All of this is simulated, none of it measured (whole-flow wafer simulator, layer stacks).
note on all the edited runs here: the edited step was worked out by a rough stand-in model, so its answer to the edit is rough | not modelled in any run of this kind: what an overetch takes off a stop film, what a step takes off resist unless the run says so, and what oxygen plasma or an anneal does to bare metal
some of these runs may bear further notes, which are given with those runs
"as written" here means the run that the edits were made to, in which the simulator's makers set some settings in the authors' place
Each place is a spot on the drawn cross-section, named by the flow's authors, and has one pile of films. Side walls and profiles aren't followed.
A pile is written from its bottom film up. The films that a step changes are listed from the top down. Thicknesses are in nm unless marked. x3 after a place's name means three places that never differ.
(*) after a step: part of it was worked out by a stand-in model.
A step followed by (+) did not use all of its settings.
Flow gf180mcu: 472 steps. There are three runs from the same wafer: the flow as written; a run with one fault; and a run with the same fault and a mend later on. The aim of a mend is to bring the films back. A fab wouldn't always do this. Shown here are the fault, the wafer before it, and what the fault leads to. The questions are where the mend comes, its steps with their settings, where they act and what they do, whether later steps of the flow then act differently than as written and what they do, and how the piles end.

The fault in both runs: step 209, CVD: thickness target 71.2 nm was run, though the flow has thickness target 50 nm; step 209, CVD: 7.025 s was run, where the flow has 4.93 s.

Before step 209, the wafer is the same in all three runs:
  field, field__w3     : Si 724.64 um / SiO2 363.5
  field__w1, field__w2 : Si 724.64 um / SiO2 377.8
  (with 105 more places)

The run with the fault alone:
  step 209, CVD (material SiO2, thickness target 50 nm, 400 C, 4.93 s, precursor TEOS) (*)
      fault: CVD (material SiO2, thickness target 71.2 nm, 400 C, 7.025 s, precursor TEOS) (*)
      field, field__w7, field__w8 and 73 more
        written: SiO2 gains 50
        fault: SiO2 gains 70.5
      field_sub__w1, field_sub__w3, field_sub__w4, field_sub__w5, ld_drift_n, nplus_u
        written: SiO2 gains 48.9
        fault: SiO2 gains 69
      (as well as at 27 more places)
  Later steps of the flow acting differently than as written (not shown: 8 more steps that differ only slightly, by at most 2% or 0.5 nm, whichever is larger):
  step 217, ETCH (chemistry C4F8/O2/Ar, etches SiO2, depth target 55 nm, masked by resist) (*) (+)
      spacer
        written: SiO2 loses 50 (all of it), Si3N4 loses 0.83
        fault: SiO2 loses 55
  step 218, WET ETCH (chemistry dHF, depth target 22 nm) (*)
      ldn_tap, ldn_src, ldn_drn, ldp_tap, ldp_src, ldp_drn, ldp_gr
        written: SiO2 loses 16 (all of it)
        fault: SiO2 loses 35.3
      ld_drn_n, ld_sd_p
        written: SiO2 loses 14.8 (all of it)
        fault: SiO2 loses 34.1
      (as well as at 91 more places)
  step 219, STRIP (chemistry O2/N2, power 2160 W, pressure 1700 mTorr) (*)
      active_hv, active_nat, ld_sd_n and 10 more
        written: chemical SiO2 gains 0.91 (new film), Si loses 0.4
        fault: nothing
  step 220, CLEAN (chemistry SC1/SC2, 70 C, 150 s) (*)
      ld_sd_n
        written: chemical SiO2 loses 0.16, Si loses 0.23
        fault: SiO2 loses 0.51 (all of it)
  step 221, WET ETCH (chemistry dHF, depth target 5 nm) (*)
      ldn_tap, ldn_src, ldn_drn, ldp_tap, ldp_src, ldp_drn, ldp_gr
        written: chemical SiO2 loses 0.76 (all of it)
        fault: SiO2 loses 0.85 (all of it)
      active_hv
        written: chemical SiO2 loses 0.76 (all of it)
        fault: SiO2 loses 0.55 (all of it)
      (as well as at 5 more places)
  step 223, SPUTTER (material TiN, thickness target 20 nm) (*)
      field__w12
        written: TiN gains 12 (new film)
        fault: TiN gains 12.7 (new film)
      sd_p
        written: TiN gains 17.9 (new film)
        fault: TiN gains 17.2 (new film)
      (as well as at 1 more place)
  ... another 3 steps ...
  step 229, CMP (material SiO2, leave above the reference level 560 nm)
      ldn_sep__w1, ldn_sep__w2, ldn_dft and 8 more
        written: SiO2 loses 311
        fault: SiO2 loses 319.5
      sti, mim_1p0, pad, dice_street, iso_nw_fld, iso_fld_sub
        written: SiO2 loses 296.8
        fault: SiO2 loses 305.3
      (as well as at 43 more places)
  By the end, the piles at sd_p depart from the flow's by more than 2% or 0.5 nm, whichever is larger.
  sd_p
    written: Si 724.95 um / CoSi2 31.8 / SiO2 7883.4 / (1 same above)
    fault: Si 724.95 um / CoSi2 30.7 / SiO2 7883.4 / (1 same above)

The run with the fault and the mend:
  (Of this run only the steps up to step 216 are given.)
  The mend follows step 209.
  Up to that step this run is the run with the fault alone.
  step 209a, WET ETCH (chemistry dHF, depth target 21.2 nm, 25 C, dilution 100:1) (the flow's step 17 again, with other settings)
      field, field__w1, field__w2 and 106 more
        SiO2 loses 21.2
  Later steps of the flow up to step 216 that are run all act as written at every place that is followed, up to a difference of at most 2% or 0.5 nm, whichever is larger.
  Once step 216 is done, the piles at ld_sd_n, ld_drn_p, pplus_u depart from the flow's by more than 2% or 0.5 nm, whichever is larger.
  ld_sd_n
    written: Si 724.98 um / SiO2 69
    mend: Si 724.98 um / SiO2 67.6
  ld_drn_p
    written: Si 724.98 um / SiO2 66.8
    mend: Si 724.98 um / SiO2 64.4
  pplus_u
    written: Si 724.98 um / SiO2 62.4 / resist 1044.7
    mend: Si 724.98 um / SiO2 61.1 / resist 1043.8
